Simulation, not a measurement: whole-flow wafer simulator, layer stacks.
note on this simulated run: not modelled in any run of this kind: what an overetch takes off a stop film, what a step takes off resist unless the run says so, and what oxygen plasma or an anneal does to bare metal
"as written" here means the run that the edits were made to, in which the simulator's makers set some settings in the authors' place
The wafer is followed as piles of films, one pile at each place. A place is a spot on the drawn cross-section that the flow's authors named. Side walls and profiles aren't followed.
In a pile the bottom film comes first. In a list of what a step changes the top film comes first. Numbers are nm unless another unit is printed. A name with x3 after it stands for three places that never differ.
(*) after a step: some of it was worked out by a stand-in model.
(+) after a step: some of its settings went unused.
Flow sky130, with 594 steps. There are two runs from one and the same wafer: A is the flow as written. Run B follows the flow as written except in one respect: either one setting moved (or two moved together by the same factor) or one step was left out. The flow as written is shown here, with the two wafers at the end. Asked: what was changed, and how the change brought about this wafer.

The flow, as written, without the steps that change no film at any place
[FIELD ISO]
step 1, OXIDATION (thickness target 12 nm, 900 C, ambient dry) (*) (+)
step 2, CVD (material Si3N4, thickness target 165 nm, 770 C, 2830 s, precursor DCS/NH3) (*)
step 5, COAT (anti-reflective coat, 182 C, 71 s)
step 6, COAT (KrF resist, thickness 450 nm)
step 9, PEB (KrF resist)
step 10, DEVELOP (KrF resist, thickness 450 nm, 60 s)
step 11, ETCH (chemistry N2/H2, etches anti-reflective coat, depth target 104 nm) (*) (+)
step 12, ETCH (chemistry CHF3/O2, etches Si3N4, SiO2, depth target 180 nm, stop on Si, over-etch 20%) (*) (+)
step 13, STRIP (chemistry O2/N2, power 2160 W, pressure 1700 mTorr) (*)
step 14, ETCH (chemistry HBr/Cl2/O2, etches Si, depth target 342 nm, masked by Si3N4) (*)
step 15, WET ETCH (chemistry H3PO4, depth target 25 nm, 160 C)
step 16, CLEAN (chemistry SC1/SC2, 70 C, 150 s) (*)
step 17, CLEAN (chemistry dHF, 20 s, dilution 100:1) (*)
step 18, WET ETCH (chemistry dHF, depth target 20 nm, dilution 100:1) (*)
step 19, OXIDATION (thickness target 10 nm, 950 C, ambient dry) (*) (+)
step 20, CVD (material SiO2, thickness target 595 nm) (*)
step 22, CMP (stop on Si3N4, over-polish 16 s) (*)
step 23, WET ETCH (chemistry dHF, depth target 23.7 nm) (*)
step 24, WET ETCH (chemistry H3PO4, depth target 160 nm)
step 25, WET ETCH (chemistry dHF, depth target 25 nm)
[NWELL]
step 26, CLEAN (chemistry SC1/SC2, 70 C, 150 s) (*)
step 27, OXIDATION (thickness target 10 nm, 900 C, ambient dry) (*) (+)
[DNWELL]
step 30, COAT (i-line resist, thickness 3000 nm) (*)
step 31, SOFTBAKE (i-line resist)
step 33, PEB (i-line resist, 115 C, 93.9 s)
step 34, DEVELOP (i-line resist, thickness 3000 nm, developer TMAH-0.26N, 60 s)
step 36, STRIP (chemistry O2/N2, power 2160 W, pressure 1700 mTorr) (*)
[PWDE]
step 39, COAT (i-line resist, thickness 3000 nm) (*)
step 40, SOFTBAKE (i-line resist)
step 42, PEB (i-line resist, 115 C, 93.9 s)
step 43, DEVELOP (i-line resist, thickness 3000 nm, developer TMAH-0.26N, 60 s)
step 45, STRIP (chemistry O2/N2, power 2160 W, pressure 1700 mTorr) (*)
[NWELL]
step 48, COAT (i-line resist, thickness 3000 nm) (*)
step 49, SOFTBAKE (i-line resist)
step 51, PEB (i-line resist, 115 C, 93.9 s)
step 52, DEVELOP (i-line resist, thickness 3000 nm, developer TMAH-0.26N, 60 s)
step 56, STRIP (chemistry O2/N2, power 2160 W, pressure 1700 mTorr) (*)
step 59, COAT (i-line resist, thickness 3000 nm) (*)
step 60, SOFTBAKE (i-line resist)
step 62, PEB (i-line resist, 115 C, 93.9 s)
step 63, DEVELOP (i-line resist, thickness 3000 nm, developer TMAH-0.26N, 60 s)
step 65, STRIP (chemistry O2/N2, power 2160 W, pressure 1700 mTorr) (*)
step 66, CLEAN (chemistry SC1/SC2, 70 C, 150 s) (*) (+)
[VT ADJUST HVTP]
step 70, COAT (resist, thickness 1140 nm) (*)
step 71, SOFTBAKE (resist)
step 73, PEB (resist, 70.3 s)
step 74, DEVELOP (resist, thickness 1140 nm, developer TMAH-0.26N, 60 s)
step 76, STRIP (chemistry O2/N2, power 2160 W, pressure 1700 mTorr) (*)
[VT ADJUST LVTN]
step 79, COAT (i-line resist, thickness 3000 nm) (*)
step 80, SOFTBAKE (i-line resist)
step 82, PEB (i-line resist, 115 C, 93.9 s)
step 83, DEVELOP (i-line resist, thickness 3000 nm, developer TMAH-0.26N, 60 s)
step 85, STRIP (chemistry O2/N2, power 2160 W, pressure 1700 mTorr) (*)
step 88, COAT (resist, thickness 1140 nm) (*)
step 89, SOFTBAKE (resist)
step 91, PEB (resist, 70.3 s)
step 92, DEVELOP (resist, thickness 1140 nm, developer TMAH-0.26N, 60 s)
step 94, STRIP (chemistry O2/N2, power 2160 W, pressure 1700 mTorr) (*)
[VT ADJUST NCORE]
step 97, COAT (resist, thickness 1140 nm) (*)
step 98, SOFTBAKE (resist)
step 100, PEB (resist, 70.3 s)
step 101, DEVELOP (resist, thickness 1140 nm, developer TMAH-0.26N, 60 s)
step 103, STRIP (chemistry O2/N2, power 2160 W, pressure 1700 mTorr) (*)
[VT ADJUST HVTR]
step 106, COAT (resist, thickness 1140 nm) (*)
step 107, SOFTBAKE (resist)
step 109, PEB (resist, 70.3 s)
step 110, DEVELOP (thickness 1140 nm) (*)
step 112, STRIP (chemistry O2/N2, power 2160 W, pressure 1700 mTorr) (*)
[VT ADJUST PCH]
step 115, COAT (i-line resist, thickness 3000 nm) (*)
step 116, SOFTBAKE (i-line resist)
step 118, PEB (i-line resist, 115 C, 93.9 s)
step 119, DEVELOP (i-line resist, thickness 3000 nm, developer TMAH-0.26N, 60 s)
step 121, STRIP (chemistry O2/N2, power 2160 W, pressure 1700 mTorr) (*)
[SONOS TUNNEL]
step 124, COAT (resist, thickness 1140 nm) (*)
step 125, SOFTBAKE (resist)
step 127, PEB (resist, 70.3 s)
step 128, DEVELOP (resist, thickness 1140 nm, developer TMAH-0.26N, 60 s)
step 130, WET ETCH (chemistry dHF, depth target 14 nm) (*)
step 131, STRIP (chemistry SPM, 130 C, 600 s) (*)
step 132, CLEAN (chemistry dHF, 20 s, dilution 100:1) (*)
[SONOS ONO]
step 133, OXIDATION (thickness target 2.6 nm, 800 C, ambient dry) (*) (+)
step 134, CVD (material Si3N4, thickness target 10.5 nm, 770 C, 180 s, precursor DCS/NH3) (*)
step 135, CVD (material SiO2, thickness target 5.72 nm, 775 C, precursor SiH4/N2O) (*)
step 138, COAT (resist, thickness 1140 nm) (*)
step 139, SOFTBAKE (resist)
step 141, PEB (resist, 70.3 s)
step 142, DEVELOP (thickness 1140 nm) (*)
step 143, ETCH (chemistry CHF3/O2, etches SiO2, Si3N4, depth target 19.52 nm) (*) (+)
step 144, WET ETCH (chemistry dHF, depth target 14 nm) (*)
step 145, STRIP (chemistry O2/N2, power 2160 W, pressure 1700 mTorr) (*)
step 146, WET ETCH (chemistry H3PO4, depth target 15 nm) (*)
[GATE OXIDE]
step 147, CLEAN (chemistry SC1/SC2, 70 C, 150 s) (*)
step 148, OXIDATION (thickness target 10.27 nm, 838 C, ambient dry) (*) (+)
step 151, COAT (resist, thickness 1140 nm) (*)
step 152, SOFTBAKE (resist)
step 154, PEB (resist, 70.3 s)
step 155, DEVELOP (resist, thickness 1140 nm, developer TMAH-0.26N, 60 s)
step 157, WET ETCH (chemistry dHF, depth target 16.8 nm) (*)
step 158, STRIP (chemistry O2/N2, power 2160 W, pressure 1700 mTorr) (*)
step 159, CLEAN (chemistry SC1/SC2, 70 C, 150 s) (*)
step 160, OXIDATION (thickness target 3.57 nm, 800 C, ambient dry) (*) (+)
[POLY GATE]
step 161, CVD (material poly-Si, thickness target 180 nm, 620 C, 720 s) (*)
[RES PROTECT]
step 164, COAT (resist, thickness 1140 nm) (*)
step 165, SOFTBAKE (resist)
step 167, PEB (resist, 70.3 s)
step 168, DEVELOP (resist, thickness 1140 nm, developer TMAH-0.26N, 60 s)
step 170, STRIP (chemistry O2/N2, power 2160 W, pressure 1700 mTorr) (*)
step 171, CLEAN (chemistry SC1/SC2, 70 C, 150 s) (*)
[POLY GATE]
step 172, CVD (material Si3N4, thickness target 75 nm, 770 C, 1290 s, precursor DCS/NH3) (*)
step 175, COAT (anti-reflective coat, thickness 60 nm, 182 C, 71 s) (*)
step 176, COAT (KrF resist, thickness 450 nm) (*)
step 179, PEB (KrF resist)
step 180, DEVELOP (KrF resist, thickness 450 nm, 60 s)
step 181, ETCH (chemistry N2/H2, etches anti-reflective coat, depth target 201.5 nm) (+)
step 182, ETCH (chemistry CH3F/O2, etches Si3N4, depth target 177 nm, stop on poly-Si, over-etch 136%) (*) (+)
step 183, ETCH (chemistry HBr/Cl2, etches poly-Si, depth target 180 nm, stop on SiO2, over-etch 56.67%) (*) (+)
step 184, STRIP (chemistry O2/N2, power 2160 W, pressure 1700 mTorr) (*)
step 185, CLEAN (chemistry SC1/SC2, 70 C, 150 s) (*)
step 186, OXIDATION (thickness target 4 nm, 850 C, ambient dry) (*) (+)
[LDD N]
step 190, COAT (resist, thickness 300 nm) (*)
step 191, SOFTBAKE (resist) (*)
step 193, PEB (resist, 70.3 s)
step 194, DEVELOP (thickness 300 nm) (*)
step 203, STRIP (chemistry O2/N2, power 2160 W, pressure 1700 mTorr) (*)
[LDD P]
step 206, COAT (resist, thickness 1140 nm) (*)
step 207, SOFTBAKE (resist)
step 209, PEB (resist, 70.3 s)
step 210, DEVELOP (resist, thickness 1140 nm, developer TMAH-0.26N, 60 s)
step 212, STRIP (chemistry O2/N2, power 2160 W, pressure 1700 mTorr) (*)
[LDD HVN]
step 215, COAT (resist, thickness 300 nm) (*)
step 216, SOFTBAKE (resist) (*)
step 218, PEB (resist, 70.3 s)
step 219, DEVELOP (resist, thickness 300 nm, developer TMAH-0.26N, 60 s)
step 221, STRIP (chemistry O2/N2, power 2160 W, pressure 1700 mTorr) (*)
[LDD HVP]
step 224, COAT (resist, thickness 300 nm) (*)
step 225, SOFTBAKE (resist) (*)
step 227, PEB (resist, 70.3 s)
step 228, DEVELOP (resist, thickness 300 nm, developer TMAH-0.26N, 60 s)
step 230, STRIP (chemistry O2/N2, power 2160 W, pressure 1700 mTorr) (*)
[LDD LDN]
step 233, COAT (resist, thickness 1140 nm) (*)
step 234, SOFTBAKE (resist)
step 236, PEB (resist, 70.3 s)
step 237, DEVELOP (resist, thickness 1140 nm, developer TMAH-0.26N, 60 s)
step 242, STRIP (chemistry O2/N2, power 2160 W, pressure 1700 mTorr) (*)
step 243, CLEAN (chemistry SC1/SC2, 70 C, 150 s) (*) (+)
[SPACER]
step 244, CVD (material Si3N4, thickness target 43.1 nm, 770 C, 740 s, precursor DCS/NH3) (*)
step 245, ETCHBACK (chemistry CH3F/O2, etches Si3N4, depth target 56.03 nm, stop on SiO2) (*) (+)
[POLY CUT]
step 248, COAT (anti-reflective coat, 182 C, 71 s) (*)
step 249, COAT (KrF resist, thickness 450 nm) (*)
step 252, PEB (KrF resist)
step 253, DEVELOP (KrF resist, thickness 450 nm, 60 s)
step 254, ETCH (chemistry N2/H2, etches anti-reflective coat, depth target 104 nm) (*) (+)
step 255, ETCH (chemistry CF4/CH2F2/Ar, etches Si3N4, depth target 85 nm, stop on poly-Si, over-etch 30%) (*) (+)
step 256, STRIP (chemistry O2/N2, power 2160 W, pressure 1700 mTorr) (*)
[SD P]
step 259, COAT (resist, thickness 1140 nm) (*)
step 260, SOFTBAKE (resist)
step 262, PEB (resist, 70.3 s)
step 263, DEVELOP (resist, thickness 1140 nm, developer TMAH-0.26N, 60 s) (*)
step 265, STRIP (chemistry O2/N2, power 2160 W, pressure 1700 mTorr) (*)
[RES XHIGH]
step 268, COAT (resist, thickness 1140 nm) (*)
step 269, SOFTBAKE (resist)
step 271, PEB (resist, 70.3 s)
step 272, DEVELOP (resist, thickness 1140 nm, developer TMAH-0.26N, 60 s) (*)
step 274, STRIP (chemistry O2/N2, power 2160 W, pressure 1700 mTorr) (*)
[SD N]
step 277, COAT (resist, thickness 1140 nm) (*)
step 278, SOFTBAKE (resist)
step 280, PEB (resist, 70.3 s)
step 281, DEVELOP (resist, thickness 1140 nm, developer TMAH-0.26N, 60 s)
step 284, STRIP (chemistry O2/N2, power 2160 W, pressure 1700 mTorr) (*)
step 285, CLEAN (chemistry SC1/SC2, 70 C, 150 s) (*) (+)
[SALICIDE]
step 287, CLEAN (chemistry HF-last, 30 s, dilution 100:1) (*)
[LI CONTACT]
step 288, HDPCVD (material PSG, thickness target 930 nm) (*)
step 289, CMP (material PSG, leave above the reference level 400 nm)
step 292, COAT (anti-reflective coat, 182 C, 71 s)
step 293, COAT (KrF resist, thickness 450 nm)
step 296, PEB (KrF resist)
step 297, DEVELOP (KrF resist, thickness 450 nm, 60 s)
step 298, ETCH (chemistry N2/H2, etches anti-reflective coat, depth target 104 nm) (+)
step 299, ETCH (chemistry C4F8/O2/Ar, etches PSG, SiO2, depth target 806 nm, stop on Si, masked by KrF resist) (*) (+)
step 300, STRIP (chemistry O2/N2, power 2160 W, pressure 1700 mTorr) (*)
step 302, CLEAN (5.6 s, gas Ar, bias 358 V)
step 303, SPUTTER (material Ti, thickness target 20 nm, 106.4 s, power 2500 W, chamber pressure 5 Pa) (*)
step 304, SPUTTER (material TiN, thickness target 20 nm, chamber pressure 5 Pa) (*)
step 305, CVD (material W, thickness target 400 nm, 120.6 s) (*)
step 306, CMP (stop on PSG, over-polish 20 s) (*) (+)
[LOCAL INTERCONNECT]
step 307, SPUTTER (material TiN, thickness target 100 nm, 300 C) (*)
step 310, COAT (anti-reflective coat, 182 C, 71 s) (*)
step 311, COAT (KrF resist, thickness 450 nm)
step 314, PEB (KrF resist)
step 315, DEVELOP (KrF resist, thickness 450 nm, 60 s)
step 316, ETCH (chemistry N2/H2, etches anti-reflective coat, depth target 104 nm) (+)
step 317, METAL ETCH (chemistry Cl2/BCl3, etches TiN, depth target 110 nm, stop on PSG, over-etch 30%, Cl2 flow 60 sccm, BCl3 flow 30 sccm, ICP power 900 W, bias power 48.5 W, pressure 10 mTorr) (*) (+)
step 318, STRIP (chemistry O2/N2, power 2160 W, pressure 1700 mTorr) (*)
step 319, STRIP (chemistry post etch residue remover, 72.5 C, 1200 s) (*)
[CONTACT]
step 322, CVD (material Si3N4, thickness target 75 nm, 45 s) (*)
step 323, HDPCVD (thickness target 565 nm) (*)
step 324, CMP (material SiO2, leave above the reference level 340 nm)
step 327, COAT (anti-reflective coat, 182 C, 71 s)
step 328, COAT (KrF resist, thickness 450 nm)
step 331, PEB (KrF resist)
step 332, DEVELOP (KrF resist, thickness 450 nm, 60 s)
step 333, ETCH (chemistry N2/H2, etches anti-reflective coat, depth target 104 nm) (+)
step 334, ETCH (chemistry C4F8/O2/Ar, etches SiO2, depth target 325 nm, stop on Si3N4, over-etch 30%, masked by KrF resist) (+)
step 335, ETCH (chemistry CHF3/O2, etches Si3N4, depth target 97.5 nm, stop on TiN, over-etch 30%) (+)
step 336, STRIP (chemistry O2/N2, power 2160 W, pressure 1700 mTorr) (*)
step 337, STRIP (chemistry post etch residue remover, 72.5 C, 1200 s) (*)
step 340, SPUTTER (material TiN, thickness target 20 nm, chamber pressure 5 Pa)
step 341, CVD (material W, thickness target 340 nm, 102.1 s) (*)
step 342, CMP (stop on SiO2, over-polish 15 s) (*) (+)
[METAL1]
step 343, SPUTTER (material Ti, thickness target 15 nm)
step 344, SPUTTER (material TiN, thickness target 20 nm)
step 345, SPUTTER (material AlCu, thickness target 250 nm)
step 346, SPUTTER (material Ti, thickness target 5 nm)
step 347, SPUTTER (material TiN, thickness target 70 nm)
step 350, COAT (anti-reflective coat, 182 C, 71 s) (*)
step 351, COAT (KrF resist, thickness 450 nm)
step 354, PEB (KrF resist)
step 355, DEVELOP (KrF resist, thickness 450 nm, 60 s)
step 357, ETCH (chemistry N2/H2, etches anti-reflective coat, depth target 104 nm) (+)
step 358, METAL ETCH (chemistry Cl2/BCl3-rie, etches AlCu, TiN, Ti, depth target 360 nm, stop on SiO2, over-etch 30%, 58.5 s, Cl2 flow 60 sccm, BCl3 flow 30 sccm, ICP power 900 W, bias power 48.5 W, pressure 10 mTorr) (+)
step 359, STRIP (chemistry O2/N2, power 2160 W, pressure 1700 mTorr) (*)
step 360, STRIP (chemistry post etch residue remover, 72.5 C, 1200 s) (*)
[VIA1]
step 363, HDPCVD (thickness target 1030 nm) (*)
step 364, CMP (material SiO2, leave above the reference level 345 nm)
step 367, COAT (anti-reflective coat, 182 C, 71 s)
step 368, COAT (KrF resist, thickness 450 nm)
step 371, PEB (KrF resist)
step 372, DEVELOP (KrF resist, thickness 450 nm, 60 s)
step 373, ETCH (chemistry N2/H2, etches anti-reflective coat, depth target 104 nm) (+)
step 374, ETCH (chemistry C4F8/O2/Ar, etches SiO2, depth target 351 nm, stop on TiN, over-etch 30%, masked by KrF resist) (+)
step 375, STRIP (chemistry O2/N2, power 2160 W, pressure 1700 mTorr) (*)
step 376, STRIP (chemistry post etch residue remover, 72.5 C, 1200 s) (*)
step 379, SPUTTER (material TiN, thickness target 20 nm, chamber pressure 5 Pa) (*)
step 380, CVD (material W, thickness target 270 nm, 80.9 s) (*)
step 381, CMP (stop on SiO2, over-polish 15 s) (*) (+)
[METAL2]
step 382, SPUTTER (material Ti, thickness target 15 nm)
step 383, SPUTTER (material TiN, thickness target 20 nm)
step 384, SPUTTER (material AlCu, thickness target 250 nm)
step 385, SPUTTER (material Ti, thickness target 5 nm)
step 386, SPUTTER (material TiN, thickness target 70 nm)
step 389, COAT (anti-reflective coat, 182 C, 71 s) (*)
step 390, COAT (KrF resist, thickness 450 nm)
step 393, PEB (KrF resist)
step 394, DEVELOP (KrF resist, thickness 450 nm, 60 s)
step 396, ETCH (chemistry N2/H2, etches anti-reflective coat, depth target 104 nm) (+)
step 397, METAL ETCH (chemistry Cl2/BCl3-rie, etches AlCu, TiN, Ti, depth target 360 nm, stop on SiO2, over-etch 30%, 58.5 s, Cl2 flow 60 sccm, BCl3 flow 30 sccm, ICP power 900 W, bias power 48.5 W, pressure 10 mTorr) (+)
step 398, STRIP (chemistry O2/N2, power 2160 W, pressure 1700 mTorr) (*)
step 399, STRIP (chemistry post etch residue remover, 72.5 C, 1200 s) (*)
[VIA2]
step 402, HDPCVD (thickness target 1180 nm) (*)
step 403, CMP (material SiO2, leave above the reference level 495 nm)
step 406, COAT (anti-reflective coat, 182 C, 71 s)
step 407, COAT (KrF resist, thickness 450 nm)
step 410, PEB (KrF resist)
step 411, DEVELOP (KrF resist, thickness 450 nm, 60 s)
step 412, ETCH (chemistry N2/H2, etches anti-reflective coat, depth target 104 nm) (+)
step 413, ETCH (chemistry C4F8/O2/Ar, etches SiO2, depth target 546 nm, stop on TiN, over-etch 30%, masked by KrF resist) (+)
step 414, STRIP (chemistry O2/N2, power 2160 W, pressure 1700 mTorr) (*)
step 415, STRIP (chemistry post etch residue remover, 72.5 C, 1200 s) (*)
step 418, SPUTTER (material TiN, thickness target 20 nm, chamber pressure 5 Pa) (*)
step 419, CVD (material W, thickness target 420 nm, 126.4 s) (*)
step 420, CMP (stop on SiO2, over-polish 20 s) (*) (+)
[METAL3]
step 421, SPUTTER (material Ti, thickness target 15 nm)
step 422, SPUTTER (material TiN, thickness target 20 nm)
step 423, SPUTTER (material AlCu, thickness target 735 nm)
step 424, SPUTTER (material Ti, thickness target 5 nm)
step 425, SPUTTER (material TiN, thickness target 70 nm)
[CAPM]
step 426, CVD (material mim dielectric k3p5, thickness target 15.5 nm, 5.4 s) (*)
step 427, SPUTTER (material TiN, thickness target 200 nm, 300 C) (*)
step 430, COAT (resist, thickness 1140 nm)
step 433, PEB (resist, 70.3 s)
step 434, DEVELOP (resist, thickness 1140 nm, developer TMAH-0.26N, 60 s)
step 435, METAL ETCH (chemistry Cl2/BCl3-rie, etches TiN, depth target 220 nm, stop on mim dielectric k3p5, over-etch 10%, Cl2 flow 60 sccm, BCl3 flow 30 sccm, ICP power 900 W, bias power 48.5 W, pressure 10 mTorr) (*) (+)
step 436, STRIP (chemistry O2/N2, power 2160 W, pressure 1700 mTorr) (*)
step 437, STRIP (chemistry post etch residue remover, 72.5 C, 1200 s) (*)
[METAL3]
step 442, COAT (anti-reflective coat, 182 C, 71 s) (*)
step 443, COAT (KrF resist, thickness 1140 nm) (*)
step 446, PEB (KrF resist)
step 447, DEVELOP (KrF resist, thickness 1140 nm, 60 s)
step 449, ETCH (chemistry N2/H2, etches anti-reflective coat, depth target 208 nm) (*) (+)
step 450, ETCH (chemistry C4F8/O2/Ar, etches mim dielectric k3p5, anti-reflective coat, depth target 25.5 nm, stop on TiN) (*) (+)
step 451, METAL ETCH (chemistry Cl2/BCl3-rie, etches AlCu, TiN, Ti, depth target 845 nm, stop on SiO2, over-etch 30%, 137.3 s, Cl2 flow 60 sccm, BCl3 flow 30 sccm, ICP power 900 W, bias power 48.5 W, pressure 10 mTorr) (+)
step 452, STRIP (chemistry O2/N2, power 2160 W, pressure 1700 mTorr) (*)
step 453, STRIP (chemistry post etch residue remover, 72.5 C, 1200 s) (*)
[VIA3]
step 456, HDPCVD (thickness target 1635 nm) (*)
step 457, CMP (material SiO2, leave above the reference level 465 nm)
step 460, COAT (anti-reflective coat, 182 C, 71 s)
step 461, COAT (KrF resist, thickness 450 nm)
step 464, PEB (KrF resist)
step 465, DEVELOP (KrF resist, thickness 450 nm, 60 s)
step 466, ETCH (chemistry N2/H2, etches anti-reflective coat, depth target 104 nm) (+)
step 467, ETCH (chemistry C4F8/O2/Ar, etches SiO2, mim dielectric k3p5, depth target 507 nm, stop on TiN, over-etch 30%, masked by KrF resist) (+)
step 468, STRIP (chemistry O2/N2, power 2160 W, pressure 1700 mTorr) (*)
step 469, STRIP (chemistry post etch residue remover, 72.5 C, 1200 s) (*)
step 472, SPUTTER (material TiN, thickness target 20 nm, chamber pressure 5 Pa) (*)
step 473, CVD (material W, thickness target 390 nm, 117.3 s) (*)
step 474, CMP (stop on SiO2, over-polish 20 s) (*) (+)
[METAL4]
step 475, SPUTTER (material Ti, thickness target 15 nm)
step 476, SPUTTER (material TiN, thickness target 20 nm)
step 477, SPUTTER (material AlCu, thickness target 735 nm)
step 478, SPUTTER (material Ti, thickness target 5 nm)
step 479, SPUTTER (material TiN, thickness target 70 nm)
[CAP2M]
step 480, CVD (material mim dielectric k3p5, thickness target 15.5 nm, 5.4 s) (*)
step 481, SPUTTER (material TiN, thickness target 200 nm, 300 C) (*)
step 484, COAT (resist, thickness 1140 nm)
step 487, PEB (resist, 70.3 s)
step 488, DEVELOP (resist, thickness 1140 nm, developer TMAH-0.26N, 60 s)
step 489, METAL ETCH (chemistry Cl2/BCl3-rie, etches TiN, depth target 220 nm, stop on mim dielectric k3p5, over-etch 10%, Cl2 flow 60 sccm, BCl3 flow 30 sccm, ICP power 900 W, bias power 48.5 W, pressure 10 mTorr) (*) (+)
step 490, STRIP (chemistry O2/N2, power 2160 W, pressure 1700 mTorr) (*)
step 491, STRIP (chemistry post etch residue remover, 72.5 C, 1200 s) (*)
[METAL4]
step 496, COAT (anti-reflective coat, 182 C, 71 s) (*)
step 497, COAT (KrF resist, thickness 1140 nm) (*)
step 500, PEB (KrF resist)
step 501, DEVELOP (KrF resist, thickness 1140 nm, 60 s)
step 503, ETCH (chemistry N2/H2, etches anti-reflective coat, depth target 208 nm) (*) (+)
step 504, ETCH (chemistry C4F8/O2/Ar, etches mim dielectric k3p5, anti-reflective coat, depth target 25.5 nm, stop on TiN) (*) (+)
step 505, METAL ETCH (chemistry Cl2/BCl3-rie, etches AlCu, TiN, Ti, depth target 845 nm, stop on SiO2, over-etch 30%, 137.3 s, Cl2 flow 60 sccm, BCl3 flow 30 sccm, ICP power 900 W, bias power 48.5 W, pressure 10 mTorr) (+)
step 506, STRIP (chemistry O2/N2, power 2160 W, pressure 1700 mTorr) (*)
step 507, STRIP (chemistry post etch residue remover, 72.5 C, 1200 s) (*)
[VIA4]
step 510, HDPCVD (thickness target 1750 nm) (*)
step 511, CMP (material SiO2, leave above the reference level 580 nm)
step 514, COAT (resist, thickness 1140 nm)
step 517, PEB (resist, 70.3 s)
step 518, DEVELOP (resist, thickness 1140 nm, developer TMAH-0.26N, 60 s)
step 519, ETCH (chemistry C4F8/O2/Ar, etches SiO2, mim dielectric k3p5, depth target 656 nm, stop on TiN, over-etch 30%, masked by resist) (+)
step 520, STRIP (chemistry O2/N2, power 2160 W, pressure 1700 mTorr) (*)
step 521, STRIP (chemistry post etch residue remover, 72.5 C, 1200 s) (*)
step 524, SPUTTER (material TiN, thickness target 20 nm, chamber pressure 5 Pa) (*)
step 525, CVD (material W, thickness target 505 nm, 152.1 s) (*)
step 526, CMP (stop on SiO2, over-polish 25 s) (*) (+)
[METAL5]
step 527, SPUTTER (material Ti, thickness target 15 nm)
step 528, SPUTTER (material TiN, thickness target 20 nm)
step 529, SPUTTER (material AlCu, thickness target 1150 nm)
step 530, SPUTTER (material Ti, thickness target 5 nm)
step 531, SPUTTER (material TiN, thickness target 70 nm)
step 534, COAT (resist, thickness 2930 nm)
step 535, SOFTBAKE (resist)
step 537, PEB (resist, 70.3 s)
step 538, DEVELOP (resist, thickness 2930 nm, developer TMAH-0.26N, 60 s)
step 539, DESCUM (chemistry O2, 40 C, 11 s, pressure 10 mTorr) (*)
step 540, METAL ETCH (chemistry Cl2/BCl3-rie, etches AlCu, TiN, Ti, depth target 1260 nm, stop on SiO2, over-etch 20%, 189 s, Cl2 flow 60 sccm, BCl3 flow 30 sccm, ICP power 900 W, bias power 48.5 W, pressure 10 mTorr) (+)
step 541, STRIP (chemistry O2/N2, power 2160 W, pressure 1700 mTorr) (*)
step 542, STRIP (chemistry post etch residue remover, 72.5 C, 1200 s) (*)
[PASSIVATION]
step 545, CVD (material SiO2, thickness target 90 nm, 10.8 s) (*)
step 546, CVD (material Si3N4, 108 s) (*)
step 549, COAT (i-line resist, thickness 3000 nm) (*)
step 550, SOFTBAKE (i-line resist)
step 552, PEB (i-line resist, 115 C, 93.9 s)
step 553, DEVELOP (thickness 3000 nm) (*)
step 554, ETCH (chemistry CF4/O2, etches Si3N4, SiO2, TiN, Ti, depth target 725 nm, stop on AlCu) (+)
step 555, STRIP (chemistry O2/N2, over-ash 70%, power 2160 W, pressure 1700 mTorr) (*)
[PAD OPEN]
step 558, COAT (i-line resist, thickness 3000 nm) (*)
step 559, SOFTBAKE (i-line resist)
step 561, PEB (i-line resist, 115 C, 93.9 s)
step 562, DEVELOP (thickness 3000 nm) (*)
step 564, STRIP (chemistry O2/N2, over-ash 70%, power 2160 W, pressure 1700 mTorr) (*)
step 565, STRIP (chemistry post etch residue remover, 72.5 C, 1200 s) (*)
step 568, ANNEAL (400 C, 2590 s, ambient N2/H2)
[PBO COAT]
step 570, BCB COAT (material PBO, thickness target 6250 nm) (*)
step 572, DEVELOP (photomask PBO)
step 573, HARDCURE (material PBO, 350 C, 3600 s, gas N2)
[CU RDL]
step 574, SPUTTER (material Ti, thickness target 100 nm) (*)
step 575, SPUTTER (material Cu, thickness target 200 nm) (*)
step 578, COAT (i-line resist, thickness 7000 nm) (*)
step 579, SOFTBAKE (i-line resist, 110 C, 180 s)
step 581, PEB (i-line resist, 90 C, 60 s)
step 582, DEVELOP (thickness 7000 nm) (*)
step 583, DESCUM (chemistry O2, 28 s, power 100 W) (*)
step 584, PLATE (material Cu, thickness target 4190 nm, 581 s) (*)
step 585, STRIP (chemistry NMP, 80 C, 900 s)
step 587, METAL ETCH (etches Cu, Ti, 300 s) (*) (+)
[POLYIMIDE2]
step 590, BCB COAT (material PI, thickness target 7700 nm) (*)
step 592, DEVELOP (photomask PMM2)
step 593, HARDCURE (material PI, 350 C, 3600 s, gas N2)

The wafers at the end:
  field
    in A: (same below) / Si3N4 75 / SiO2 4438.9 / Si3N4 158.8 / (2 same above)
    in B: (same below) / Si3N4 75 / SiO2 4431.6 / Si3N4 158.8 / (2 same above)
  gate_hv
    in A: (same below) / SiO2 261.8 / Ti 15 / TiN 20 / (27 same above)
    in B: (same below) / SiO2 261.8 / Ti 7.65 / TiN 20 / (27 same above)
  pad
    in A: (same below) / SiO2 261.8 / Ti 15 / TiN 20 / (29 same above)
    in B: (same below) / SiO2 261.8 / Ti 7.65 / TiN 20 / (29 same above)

The reason: step 343, SPUTTER: thickness target 7.65 nm was run, though the flow has thickness target 15 nm.
The wafer itself shows it: gate_hv has Ti 7.65, and step 343 as written asks for 15 nm.

The path from the change to this, step by step:
  step 343, SPUTTER (material Ti, thickness target 15 nm)
      field, active, n_well and 188 more: A +15 Ti (new film) | B +7.65 Ti (new film)
  step 358, METAL ETCH (chemistry Cl2/BCl3-rie, etches AlCu, TiN, Ti, depth target 360 nm, stop on SiO2, over-etch 30%, 58.5 s, Cl2 flow 60 sccm, BCl3 flow 30 sccm, ICP power 900 W, bias power 48.5 W, pressure 10 mTorr) (+)
      field, active, gate and 81 more: A -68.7 TiN (all of it), -5 Ti (all of it), -250 AlCu (all of it), -20 TiN (all of it), -15 Ti (all of it), -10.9 SiO2 | B -68.7 TiN (all of it), -5 Ti (all of it), -250 AlCu (all of it), -20 TiN (all of it), -7.65 Ti (all of it), -11.7 SiO2
